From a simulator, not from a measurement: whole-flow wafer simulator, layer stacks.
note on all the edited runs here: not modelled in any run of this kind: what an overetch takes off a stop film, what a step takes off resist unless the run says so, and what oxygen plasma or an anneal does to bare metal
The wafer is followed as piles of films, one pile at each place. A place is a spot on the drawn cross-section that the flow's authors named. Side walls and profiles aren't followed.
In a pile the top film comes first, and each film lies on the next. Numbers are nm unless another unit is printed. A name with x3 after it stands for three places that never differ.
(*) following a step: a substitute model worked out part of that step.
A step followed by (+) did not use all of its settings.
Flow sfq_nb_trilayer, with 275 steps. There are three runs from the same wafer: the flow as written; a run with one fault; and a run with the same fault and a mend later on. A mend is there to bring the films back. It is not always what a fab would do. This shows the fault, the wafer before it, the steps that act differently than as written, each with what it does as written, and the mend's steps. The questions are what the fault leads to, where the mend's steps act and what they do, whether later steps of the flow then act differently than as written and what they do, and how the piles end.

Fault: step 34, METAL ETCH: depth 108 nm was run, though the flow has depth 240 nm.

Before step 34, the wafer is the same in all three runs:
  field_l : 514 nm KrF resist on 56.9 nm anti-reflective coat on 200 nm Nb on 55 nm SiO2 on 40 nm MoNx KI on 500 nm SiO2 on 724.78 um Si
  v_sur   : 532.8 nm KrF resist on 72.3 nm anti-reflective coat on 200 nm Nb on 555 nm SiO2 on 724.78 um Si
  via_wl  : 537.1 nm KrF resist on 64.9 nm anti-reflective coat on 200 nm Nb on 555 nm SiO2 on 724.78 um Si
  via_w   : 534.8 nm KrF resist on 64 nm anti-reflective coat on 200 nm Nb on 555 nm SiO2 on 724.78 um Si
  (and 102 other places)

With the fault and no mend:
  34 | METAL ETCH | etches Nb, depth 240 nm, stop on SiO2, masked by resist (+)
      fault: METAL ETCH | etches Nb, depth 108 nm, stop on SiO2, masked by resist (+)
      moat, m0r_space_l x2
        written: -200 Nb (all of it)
        fault: -108 Nb
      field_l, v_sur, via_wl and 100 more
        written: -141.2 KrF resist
        fault: -63.5 KrF resist
  Later steps of the flow acting differently than as written:
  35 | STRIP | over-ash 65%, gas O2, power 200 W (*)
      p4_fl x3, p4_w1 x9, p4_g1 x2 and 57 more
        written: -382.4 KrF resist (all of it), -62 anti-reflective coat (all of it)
        fault: -460 KrF resist (all of it), -62 anti-reflective coat (all of it)
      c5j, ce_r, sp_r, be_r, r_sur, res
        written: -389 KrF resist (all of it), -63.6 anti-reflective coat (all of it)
        fault: -466.7 KrF resist (all of it), -63.6 anti-reflective coat (all of it)
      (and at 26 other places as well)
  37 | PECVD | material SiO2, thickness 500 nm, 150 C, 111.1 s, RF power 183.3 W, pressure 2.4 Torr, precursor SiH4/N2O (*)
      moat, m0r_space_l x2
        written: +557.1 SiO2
        fault: +500 SiO2 (new film)
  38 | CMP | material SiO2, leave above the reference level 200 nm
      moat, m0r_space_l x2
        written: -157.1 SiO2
        fault: -192 SiO2
  The piles end different from the flow's at moat, m0r_space_l x2 by more than 2% or 0.5 nm, whichever is larger.
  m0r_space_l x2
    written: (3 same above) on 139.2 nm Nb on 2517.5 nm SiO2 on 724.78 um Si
    fault: (3 same above) on 139.2 nm Nb on 1870.5 nm SiO2 on 92 nm Nb on 555 nm SiO2 on 724.78 um Si
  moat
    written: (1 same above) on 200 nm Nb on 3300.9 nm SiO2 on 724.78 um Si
    fault: (1 same above) on 200 nm Nb on 2653.9 nm SiO2 on 92 nm Nb on 555 nm SiO2 on 724.78 um Si

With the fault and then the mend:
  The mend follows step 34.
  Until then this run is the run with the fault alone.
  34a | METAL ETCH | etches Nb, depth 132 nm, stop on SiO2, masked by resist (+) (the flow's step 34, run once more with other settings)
      field_l, v_sur, via_wl and 100 more
        -77.6 KrF resist
      moat, m0r_space_l x2
        -92 Nb (all of it)
  Later steps of the flow that are run all act as written at every place that is followed.
  At every place that both follow, the piles at the end match the flow's.
